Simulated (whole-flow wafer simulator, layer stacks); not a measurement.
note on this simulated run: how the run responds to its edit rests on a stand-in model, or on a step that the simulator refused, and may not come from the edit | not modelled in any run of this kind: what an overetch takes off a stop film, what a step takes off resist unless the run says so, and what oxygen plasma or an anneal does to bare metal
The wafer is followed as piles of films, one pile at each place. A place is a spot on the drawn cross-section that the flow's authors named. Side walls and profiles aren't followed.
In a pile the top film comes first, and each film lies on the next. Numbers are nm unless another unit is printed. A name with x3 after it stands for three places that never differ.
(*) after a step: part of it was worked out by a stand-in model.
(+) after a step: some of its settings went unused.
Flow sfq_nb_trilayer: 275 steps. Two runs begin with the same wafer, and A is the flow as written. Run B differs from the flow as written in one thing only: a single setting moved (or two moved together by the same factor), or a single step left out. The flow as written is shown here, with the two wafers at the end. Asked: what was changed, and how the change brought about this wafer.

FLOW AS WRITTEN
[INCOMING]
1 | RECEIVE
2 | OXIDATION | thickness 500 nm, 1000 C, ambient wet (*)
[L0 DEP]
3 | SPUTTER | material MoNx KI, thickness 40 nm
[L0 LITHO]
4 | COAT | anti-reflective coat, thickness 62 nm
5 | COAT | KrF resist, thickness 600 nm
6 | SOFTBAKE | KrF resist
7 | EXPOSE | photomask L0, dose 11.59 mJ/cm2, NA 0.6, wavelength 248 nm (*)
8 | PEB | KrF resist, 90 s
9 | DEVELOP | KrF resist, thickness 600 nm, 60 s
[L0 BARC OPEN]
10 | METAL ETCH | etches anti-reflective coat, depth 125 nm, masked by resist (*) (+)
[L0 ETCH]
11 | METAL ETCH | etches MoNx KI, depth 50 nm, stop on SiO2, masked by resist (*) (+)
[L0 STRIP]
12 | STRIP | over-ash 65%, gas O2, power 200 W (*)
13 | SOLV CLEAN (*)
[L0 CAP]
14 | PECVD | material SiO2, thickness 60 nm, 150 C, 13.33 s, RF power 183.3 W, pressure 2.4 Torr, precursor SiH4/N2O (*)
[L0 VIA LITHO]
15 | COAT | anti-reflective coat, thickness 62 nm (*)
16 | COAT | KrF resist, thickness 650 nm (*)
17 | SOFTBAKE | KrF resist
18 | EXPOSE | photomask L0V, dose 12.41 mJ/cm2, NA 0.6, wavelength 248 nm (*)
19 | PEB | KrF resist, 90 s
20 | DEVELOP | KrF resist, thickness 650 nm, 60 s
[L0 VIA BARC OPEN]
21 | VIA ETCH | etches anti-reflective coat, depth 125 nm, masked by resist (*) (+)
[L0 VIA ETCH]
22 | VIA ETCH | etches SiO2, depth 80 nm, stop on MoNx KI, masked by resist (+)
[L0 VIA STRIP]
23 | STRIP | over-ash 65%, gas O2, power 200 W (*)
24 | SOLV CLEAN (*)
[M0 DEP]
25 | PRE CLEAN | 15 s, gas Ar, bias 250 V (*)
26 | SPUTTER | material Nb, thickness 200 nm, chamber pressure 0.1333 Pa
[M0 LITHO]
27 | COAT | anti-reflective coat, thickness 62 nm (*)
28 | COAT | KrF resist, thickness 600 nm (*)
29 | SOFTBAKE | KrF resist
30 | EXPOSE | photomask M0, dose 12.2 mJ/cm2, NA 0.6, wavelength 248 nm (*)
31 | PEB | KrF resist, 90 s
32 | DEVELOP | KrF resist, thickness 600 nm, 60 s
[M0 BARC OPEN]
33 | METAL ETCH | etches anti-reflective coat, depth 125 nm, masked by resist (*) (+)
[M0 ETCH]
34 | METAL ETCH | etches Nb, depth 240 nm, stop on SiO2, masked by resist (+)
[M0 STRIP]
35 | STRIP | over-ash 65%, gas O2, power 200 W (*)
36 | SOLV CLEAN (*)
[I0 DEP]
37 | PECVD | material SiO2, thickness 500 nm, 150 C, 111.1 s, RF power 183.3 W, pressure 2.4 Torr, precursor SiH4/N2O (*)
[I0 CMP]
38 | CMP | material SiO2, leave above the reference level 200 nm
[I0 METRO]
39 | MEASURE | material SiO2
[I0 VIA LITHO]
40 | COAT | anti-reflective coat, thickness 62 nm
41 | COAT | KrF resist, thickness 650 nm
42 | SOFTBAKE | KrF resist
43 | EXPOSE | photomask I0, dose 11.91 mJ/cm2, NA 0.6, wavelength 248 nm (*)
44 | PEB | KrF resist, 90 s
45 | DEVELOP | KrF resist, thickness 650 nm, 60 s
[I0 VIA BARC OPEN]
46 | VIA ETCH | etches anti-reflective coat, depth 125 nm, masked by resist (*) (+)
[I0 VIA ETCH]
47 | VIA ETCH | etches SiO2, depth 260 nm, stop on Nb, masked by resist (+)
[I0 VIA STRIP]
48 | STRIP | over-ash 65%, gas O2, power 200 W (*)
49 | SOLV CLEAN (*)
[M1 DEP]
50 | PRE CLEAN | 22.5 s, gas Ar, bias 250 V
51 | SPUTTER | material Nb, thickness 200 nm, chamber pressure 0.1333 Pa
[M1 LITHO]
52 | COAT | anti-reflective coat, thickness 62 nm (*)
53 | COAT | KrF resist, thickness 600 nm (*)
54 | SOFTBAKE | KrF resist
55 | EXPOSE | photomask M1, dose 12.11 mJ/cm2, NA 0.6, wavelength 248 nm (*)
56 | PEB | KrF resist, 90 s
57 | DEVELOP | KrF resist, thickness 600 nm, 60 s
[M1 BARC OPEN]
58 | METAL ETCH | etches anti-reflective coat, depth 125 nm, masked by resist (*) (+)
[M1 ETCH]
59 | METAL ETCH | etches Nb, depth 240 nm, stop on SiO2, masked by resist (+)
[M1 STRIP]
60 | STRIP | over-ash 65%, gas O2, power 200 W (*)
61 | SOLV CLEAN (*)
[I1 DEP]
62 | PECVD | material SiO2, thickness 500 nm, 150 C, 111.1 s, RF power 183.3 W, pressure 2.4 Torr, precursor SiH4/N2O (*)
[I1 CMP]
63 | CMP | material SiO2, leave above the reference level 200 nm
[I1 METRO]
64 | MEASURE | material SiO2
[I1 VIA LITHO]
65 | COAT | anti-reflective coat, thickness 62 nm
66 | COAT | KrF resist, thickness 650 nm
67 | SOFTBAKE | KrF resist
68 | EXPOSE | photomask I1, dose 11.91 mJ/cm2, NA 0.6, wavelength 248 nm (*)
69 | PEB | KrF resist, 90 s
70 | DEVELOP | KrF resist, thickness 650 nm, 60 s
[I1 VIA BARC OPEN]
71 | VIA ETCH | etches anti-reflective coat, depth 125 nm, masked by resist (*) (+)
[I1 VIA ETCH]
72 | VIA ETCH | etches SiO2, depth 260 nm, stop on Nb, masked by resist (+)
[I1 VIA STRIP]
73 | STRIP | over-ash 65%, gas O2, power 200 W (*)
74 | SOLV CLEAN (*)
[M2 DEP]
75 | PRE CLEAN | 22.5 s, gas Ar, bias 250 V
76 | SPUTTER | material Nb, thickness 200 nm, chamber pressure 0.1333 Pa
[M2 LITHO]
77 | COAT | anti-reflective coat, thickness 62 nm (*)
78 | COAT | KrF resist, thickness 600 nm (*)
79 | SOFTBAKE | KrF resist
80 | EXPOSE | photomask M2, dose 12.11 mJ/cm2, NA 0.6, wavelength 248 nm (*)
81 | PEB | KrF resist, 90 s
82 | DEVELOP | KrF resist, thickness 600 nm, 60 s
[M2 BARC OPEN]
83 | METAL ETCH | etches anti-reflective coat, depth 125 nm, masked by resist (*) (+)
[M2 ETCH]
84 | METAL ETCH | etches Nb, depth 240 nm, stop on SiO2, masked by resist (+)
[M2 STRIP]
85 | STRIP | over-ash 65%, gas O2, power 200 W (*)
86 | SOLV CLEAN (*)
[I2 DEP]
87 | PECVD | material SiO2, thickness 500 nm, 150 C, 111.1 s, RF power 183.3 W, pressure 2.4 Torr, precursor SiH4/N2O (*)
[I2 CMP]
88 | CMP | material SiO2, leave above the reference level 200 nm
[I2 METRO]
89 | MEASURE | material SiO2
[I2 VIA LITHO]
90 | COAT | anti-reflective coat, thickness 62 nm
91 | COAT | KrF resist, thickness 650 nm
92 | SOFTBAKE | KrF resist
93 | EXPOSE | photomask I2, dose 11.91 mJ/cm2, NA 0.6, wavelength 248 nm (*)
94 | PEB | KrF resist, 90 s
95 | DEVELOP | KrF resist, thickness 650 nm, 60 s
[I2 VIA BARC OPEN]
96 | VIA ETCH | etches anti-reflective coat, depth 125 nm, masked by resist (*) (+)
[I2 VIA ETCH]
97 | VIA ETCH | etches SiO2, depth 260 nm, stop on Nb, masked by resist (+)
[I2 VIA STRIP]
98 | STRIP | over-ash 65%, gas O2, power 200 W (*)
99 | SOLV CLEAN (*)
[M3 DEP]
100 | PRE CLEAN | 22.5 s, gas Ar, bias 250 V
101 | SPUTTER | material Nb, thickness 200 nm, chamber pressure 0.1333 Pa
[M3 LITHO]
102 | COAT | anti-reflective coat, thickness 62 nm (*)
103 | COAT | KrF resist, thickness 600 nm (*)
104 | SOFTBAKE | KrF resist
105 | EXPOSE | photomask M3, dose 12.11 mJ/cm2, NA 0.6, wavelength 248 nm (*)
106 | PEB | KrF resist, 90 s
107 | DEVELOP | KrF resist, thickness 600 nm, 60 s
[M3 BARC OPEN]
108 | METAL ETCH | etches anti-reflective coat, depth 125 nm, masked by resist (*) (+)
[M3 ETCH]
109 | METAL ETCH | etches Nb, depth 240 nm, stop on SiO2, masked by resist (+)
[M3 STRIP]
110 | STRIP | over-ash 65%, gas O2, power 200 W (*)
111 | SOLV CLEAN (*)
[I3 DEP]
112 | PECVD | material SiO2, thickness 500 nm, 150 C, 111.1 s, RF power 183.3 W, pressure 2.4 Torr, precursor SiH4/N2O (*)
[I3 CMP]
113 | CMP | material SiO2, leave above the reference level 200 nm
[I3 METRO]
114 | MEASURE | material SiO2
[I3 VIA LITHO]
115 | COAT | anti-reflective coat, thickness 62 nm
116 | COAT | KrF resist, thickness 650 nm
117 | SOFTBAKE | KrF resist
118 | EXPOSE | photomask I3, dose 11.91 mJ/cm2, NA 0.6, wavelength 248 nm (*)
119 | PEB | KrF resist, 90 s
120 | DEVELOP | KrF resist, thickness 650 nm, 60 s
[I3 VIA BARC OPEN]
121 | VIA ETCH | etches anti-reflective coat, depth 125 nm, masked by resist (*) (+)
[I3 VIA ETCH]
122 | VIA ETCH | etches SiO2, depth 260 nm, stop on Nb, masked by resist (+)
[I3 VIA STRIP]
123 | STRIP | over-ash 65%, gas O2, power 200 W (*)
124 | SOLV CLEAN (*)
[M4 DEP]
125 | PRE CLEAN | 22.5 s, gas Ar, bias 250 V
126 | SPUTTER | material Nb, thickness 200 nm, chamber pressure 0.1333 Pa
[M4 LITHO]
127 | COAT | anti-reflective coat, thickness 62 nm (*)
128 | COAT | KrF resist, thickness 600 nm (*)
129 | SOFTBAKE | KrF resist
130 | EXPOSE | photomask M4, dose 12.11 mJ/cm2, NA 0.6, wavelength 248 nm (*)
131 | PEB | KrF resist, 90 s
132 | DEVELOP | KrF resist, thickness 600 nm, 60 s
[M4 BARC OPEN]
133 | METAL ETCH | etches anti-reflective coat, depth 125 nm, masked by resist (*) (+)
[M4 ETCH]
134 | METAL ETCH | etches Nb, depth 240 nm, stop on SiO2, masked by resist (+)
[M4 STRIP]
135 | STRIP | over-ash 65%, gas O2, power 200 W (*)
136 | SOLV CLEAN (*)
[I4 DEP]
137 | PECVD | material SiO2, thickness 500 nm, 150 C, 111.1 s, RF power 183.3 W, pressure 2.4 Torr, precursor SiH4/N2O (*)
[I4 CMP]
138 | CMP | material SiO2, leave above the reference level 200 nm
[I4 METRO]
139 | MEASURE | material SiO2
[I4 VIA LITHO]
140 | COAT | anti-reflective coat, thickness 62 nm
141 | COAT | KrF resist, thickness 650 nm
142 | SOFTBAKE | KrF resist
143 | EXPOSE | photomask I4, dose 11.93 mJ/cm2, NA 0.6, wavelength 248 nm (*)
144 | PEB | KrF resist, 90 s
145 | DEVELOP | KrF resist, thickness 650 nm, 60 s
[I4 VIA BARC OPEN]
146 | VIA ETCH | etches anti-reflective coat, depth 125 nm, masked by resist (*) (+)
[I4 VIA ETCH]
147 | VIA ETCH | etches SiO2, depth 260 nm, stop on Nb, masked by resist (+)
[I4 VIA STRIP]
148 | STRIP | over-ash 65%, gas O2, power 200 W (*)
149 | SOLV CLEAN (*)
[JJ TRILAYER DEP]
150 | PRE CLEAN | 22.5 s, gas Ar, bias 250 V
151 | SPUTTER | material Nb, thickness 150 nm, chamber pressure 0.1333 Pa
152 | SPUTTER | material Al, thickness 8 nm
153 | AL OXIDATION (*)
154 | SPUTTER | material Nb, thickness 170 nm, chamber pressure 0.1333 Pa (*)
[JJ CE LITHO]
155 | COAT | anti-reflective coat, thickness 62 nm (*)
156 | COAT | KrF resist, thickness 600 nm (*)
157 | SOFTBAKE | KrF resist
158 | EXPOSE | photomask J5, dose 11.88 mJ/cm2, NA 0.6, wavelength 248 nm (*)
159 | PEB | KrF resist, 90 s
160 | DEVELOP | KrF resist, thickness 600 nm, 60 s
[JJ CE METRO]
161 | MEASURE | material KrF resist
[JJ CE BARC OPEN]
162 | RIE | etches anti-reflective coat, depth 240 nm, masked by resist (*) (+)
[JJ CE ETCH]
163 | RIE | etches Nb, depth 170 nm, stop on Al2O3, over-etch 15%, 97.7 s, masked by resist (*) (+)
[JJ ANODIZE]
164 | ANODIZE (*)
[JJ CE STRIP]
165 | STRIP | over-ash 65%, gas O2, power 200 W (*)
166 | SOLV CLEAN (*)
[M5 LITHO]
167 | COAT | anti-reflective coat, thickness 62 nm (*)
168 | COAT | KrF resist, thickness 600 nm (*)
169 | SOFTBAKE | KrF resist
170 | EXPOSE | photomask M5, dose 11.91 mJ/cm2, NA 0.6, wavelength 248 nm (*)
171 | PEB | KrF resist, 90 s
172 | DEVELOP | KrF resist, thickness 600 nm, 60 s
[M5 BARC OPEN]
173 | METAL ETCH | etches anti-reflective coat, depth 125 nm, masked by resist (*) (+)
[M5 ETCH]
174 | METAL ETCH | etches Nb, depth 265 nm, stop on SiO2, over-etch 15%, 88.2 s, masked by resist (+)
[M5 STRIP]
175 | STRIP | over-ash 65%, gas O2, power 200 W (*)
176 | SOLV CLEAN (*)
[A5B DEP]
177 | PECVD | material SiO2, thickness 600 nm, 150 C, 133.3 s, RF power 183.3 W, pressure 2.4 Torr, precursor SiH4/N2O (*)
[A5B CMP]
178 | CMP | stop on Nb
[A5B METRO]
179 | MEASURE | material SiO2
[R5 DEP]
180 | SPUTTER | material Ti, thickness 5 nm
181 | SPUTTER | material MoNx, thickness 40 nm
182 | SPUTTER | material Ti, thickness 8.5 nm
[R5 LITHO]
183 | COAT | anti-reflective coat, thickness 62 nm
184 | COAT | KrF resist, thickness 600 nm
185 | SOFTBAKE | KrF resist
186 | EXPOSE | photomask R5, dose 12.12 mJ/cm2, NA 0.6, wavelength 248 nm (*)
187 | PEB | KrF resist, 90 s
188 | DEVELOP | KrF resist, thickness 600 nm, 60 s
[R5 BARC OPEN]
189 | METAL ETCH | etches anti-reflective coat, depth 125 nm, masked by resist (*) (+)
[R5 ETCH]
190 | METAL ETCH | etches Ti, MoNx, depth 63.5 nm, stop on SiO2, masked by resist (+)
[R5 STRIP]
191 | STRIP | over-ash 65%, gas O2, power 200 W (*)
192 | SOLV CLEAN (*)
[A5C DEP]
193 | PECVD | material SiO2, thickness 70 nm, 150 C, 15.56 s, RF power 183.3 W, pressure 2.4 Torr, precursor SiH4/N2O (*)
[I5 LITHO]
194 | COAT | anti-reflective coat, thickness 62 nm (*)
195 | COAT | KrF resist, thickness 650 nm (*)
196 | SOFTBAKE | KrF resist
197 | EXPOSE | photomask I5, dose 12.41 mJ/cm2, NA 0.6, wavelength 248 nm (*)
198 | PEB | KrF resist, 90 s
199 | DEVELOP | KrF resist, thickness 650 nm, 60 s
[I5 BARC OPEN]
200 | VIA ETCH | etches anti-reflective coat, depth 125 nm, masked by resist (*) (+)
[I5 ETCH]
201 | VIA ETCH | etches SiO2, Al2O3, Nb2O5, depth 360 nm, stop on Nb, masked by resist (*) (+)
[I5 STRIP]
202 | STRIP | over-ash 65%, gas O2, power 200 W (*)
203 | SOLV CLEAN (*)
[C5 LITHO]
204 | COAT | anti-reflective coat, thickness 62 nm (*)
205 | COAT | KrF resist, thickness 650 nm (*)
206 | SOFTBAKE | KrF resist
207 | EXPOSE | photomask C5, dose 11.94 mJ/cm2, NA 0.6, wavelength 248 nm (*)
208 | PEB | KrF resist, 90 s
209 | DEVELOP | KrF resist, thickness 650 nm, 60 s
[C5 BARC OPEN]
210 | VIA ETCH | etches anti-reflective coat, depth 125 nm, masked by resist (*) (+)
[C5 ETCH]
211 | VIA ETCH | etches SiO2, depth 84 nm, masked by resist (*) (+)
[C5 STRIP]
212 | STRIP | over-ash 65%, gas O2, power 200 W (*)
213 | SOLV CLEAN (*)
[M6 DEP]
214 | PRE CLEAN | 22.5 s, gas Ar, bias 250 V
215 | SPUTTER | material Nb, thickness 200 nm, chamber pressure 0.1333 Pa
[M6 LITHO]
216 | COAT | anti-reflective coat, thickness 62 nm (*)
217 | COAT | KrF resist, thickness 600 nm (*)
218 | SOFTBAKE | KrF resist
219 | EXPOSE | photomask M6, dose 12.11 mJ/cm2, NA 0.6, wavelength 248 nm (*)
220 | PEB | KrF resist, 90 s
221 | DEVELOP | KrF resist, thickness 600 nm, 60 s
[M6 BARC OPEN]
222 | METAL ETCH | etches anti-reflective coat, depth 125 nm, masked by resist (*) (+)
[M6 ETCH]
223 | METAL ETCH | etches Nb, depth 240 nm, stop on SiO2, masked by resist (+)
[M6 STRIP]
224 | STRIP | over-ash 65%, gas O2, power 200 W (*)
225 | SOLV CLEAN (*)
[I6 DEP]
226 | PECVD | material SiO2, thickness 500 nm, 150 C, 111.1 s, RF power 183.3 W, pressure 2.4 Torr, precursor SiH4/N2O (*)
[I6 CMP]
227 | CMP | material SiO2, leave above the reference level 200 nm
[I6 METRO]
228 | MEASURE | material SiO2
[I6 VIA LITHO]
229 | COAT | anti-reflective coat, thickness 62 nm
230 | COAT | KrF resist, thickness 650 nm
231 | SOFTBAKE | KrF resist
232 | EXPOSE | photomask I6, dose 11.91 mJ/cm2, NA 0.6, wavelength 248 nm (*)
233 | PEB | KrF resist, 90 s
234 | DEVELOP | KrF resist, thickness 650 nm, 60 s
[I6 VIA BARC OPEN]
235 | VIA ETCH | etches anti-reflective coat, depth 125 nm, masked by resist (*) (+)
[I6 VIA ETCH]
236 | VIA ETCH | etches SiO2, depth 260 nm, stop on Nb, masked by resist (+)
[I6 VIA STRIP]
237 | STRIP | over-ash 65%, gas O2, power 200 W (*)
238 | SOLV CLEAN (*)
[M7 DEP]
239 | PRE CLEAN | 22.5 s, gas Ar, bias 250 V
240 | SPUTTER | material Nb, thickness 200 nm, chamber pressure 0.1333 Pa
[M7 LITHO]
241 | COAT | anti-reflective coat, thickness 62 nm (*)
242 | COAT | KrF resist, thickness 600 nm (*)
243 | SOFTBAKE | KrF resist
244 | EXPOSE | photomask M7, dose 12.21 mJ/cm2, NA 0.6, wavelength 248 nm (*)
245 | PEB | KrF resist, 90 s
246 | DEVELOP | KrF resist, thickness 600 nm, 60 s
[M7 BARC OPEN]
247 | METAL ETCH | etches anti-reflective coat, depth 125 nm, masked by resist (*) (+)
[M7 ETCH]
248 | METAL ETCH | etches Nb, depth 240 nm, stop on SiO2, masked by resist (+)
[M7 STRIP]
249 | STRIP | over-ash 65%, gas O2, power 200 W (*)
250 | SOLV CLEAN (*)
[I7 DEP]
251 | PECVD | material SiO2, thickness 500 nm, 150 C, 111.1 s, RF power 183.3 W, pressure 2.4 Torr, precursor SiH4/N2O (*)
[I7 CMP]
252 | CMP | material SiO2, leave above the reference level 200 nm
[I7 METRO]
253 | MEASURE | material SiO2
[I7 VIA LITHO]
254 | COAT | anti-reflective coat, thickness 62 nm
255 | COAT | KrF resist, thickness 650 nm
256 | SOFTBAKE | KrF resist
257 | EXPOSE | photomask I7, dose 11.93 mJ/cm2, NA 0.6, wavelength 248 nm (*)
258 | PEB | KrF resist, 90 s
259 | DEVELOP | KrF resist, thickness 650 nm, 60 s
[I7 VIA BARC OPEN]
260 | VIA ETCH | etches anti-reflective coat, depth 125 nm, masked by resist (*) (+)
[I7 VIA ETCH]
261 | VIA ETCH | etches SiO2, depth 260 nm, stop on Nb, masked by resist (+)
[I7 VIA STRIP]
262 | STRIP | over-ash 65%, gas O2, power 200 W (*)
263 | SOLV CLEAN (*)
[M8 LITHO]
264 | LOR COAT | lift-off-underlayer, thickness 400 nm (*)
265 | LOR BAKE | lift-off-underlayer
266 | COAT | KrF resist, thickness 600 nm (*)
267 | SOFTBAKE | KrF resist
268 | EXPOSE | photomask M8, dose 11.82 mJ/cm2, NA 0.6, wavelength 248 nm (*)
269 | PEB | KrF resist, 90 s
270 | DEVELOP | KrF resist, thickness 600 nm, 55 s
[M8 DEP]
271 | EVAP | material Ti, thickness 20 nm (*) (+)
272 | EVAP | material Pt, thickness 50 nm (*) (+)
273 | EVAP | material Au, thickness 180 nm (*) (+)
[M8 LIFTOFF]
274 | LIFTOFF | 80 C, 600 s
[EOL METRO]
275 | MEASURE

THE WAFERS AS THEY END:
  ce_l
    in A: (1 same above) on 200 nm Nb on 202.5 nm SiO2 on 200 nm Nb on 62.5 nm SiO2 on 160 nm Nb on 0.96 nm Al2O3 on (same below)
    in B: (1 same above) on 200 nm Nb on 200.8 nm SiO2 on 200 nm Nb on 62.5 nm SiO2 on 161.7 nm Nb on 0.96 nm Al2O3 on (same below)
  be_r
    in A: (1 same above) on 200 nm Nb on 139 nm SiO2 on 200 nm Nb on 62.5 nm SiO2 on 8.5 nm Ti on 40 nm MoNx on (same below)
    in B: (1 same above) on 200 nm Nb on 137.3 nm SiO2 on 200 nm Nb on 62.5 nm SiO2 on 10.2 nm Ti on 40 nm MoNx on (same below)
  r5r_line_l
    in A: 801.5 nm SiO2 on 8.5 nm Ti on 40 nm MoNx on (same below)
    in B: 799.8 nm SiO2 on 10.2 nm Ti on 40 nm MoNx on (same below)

Cause: step 182, SPUTTER: thickness 10.2 nm was run, whereas the flow has thickness 8.5 nm.
The wafer itself shows it: be_r has Ti 10.2, and step 182 as written asks for 8.5 nm.

Step by step, how the change led to this:
  182 | SPUTTER | material Ti, thickness 8.5 nm
      field_l, v_sur, via_wl and 103 more: A Ti gains 8.5 (new film) | B Ti gains 10.2 (new film)
  190 | METAL ETCH | etches Ti, MoNx, depth 63.5 nm, stop on SiO2, masked by resist (+)
      field_l, v_sur, via_wl and 92 more: A Ti loses 8.5 (all of it), MoNx loses 40 (all of it), Ti loses 5 (all of it) | B Ti loses 10.2 (all of it), MoNx loses 40 (all of it), Ti loses 5 (all of it)
      ce_l, c5j, ce_r, wl_jj: A Ti loses 8.5 (all of it), MoNx loses 40 (all of it), Ti loses 5 (all of it), Nb loses 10 | B Ti loses 10.2 (all of it), MoNx loses 40 (all of it), Ti loses 5 (all of it), Nb loses 8.3
